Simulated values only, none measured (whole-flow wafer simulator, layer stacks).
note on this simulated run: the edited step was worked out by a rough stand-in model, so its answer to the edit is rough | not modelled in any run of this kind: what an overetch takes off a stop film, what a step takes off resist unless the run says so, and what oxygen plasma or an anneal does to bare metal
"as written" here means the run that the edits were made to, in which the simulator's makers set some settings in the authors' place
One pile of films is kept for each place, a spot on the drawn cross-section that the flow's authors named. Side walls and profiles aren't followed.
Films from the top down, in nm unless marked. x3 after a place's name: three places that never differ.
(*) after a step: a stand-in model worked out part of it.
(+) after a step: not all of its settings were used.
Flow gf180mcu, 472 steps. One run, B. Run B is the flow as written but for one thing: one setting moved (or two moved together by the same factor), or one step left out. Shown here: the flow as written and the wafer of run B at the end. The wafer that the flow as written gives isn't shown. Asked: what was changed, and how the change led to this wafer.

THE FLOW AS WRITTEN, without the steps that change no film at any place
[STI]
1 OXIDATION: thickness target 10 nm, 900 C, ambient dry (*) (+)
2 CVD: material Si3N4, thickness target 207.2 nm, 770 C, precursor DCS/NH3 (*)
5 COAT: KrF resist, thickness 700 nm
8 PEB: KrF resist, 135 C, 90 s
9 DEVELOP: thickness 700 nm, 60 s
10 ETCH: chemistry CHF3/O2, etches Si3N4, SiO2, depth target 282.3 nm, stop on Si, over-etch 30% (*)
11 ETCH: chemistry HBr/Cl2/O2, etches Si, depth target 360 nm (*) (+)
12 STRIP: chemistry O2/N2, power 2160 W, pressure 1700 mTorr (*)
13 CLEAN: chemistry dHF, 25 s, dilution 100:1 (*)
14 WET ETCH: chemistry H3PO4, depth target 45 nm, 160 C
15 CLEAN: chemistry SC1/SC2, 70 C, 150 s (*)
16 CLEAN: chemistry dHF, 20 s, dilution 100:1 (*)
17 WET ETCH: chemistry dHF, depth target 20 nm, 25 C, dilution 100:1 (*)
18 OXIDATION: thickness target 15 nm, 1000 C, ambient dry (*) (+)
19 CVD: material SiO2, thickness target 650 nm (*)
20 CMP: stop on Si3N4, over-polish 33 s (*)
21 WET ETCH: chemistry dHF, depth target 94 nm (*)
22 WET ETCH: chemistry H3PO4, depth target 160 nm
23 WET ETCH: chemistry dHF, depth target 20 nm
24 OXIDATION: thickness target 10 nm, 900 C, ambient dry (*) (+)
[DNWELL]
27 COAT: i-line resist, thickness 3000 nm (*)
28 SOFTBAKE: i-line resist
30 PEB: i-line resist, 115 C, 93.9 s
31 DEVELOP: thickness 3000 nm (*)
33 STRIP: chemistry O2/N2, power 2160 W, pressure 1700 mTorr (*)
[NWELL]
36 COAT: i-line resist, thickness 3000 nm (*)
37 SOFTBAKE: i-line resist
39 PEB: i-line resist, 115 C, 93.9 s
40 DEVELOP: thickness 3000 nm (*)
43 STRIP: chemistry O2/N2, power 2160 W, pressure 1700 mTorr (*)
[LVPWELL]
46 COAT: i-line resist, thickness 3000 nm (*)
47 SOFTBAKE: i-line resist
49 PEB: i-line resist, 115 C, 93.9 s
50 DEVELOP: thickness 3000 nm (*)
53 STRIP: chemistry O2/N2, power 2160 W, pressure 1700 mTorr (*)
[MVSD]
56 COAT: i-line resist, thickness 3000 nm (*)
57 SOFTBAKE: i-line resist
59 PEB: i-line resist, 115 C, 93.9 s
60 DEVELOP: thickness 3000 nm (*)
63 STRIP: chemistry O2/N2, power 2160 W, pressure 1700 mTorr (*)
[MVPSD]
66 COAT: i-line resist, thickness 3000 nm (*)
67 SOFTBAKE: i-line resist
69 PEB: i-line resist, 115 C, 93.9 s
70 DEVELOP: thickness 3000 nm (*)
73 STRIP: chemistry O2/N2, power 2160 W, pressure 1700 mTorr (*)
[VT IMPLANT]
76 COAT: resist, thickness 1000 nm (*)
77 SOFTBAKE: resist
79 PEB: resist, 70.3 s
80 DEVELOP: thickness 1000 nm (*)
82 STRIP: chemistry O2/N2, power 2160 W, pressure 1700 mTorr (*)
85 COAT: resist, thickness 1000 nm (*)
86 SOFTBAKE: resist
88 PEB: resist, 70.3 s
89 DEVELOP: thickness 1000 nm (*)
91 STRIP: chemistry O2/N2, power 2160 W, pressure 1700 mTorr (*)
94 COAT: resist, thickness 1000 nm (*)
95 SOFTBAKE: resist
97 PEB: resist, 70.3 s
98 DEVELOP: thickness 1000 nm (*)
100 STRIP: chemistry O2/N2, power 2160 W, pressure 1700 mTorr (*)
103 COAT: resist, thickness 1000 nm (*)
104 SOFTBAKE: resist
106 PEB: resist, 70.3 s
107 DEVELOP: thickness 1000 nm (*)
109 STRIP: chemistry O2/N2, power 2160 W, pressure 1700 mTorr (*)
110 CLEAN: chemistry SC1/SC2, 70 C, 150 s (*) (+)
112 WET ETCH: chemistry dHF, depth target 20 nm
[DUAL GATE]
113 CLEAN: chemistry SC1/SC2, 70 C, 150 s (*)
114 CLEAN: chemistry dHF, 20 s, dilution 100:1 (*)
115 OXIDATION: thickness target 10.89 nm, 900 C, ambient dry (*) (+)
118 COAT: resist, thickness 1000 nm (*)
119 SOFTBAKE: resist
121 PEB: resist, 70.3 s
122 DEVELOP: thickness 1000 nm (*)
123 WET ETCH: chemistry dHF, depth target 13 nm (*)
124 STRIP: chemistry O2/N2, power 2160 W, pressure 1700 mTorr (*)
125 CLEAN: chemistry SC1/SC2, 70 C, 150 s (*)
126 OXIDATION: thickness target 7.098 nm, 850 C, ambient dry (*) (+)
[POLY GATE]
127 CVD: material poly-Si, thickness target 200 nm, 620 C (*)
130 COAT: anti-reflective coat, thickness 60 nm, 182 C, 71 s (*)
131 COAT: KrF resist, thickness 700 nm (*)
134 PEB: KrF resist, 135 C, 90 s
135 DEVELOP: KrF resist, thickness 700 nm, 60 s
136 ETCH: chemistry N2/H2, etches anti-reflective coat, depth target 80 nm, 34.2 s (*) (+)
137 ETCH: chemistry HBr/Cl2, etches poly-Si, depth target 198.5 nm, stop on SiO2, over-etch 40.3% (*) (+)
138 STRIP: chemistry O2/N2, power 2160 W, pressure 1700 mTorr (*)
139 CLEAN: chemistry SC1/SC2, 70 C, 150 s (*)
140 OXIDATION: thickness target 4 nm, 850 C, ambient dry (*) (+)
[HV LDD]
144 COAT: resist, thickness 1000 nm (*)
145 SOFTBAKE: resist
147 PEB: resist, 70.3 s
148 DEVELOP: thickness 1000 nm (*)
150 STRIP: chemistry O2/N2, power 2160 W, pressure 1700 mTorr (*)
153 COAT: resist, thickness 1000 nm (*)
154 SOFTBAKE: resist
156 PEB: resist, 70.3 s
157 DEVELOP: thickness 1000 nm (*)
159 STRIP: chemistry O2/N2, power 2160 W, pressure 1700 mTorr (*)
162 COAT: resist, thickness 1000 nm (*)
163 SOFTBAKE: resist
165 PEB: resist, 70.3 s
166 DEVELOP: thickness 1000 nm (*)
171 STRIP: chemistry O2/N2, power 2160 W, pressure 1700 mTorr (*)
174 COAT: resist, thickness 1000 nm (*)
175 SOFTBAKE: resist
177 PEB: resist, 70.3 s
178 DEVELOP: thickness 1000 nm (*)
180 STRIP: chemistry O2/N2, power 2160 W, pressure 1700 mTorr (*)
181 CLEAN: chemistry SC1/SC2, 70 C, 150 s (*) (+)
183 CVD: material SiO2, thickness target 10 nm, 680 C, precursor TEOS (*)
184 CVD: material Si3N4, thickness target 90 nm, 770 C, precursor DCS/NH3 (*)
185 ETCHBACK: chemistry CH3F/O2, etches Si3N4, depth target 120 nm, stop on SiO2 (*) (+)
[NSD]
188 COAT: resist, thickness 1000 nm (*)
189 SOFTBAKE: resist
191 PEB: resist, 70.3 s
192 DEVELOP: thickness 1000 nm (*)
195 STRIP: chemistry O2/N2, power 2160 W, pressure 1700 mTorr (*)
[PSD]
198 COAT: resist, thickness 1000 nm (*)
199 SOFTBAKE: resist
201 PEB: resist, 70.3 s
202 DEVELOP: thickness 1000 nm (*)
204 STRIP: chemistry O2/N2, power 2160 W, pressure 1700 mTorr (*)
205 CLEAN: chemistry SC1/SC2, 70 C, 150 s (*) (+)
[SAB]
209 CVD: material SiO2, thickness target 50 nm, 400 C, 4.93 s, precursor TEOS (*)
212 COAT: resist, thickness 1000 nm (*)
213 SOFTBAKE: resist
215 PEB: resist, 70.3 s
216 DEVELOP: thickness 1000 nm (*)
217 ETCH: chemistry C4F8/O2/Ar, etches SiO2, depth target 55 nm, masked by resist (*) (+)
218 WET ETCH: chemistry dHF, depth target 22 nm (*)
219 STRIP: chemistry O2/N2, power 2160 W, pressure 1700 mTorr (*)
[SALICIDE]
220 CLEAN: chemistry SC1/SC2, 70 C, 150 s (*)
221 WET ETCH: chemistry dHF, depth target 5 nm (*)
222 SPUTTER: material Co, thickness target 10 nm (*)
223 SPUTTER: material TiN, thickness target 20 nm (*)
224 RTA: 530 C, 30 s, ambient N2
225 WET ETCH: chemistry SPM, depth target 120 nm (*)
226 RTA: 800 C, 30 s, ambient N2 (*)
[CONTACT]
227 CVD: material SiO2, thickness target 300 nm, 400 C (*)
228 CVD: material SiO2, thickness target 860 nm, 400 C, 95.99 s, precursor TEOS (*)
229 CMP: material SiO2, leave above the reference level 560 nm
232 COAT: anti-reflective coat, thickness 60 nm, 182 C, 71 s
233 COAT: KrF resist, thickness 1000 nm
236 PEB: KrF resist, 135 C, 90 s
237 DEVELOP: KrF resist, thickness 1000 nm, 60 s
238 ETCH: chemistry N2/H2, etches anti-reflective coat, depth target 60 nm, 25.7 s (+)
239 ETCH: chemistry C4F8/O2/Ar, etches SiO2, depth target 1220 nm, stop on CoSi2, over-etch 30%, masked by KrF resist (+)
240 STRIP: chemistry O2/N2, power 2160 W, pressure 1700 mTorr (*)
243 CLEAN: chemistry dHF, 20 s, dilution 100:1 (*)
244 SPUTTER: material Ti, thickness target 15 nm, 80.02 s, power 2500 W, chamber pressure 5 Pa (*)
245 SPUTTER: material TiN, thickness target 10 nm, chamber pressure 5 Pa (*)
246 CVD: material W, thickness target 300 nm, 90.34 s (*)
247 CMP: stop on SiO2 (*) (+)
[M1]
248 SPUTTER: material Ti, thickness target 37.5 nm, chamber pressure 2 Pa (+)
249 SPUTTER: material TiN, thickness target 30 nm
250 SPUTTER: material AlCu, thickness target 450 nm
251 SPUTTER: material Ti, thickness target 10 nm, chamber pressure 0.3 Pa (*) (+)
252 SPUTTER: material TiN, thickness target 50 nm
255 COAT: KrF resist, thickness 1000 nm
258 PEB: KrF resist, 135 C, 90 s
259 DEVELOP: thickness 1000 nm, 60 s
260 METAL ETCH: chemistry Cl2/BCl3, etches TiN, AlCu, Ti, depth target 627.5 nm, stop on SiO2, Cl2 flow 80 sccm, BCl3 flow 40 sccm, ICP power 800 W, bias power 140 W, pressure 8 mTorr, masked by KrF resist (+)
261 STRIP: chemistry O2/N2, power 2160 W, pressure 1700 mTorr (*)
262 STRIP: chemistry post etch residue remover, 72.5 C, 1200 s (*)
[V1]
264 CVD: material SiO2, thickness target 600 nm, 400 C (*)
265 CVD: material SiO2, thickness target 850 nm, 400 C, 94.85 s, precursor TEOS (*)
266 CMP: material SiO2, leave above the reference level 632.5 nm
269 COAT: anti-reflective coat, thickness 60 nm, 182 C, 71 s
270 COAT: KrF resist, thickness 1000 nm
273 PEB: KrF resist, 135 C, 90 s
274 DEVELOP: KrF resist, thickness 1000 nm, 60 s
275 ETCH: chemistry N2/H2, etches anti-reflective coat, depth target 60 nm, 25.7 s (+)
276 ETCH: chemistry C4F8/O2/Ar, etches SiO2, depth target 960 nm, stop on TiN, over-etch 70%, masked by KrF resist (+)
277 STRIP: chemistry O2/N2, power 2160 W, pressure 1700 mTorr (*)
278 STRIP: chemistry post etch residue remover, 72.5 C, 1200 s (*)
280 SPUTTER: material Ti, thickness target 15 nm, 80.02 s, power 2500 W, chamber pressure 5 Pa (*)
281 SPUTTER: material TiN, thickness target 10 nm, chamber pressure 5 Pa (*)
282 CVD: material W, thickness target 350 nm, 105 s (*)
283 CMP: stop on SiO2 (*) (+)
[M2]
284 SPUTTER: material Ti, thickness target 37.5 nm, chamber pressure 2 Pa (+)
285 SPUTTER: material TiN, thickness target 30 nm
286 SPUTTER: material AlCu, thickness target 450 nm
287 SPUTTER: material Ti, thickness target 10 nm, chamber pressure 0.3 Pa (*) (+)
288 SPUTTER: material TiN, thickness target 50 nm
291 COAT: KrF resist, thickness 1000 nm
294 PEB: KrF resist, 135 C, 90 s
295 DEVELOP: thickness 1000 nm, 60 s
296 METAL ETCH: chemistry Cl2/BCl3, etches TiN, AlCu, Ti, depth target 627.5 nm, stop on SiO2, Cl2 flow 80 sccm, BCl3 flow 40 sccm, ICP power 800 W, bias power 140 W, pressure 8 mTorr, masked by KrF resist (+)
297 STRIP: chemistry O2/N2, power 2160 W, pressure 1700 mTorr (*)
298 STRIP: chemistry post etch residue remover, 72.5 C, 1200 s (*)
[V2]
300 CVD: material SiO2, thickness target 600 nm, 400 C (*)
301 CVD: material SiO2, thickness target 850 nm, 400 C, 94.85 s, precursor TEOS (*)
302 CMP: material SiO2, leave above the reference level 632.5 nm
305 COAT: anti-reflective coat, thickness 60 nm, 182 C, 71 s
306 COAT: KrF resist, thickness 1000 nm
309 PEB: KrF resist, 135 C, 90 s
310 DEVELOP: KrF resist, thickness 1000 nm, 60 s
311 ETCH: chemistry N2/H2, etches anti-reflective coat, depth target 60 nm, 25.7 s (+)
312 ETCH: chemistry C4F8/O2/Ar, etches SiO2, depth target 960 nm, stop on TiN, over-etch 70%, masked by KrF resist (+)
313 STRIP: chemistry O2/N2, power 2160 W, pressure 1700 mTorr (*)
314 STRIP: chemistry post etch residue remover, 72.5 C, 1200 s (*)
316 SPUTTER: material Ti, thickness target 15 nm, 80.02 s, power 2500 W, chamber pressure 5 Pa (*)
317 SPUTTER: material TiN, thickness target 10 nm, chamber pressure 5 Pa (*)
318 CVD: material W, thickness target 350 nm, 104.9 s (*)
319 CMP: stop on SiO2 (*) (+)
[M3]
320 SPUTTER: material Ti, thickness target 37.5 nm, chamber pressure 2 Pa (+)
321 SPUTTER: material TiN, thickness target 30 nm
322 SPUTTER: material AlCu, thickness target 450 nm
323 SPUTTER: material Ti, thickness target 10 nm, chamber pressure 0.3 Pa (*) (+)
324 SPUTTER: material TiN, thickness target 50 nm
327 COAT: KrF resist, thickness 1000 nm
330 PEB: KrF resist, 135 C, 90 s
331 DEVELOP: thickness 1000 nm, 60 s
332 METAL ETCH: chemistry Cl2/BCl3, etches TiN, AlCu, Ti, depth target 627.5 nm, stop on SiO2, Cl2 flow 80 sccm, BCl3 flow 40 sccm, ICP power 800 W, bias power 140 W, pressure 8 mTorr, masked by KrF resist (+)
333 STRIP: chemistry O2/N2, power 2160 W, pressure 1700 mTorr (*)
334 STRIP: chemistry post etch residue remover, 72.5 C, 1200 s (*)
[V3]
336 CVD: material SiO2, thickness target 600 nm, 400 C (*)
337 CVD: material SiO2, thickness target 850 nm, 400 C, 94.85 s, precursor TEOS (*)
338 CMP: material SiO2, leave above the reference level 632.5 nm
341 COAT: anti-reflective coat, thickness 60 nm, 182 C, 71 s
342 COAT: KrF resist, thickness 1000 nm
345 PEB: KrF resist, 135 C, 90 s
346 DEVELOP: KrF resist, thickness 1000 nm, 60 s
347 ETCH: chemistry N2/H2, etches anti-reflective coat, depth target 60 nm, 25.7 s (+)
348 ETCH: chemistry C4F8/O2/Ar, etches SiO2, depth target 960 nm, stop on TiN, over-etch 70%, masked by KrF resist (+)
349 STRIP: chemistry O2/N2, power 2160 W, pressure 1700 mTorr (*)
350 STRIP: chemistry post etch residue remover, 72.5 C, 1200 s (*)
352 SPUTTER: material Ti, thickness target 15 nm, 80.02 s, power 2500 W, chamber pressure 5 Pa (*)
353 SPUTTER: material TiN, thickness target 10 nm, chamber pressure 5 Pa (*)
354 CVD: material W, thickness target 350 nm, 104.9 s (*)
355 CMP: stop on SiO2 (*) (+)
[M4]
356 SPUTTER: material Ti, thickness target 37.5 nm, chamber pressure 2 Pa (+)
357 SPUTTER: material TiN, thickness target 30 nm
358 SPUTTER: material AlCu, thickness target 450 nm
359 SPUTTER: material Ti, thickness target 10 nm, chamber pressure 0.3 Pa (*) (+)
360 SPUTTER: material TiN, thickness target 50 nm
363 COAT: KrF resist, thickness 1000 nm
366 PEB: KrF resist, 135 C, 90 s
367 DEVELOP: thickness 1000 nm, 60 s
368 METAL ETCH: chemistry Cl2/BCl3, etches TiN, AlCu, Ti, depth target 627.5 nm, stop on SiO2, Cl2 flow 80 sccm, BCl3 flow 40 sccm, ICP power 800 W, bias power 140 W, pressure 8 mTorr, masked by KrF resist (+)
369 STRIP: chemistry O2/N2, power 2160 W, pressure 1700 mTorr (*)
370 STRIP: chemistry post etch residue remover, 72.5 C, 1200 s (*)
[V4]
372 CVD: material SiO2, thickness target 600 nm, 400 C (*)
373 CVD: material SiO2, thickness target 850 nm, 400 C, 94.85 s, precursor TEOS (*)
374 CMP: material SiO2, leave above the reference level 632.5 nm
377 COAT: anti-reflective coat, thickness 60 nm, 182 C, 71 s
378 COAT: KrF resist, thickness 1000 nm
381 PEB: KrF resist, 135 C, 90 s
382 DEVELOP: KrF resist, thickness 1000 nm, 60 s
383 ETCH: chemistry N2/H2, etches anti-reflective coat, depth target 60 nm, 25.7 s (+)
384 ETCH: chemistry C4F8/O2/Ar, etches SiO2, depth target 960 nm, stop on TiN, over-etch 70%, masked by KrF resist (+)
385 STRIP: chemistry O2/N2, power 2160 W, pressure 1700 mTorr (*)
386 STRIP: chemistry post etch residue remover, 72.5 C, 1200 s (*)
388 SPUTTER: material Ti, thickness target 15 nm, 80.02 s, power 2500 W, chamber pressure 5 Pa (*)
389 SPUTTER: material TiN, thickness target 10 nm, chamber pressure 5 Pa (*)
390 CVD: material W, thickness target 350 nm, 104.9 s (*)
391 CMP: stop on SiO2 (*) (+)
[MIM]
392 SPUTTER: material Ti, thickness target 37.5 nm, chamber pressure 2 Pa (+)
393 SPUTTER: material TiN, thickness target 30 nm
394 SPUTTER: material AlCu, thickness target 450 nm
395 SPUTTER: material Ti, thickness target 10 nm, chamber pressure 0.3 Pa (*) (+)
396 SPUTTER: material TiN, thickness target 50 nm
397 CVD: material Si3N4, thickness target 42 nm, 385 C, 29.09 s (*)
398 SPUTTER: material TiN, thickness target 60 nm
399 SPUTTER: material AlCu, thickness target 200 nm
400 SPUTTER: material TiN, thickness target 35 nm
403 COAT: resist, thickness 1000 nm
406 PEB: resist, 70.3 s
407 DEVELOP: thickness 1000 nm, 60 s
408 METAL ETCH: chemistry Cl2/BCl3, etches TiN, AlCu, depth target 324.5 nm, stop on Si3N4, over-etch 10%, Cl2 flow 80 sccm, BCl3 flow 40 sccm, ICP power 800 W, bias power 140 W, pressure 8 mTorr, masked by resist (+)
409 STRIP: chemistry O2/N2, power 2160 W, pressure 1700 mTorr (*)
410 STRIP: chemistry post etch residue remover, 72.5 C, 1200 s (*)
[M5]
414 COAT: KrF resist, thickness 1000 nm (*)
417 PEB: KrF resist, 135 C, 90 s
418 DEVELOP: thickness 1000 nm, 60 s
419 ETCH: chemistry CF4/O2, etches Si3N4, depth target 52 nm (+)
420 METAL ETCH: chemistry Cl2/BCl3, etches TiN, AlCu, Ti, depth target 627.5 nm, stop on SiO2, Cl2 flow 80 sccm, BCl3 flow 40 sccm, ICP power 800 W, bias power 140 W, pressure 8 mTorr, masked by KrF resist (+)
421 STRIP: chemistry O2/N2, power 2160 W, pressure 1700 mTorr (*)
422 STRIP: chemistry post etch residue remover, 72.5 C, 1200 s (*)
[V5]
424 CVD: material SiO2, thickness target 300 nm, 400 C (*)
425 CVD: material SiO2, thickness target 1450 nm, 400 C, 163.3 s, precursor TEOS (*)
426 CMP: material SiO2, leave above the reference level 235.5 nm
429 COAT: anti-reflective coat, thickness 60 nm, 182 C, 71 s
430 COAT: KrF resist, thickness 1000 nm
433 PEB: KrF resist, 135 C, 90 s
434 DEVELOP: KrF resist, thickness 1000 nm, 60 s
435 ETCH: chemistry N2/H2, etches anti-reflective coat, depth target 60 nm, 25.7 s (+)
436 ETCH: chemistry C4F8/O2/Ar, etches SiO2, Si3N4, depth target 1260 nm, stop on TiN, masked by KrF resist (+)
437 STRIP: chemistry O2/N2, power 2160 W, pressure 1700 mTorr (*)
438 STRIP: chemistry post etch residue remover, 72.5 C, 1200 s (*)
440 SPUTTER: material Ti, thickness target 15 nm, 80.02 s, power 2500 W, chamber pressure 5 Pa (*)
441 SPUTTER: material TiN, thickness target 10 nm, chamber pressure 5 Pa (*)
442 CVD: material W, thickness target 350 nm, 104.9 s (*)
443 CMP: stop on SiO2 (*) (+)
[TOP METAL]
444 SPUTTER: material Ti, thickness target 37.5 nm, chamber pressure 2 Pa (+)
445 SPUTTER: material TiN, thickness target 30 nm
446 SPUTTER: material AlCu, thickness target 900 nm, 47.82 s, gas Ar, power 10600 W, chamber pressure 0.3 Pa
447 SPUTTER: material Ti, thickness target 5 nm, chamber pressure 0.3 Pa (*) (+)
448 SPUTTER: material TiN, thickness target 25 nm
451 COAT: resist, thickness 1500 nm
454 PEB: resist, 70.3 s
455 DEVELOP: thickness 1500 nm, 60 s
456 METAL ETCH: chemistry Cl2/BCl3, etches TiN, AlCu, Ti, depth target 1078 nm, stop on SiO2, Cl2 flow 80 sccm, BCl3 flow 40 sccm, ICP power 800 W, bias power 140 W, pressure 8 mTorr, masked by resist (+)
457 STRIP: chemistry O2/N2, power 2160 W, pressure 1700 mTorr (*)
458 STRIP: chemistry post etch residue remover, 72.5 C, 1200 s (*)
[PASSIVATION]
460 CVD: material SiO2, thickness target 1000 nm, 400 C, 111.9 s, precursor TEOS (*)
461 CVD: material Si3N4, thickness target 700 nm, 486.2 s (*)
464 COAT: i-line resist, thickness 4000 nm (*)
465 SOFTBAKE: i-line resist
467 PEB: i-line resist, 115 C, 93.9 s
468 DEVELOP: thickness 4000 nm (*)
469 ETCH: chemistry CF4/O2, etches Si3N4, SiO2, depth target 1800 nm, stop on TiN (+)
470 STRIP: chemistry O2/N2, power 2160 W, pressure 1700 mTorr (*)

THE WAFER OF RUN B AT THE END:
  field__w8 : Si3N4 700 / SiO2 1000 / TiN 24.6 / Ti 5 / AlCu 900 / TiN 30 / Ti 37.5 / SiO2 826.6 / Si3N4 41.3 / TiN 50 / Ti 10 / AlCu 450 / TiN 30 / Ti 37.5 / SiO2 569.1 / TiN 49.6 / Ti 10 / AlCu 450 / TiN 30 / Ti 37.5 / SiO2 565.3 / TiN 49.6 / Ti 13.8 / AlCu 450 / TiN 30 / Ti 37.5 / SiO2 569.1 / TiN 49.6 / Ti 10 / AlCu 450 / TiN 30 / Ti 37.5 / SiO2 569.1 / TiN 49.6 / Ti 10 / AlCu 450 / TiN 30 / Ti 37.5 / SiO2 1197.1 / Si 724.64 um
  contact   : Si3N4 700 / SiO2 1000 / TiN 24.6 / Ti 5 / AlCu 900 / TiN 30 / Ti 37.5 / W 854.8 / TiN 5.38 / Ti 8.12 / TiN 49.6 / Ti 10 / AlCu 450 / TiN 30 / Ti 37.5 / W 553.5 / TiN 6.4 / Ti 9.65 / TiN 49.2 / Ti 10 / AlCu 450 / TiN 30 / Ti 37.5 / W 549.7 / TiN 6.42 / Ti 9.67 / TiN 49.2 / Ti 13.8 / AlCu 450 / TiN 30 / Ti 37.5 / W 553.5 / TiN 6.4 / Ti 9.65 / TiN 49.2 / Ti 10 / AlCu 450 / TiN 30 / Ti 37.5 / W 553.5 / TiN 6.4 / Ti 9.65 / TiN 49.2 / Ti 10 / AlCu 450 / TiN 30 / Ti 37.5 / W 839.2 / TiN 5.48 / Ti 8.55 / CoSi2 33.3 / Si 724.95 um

The cause: step 323, SPUTTER: thickness target 13.8 nm was run, where the flow has thickness target 10 nm.
It can be read off the wafer: field__w8 has Ti 13.8, and step 323 as written asks for 10 nm.

How the change led to this, step by step:
  323 SPUTTER: material Ti, thickness target 10 nm, chamber pressure 0.3 Pa (*) (+)
      field, field__w1, field__w2 and 108 more: Ti +13.8 (new film) (as written it would be: Ti +10 (new film))
  332 METAL ETCH: chemistry Cl2/BCl3, etches TiN, AlCu, Ti, depth target 627.5 nm, stop on SiO2, Cl2 flow 80 sccm, BCl3 flow 40 sccm, ICP power 800 W, bias power 140 W, pressure 8 mTorr, masked by KrF resist (+)
      field, field__w1, field__w2 and 103 more: TiN -50 (all of it), Ti -13.8 (all of it), AlCu -450 (all of it), TiN -30 (all of it), Ti -37.5 (all of it) (as written it would be: TiN -50 (all of it), Ti -10 (all of it), AlCu -450 (all of it), TiN -30 (all of it), Ti -37.5 (all of it))
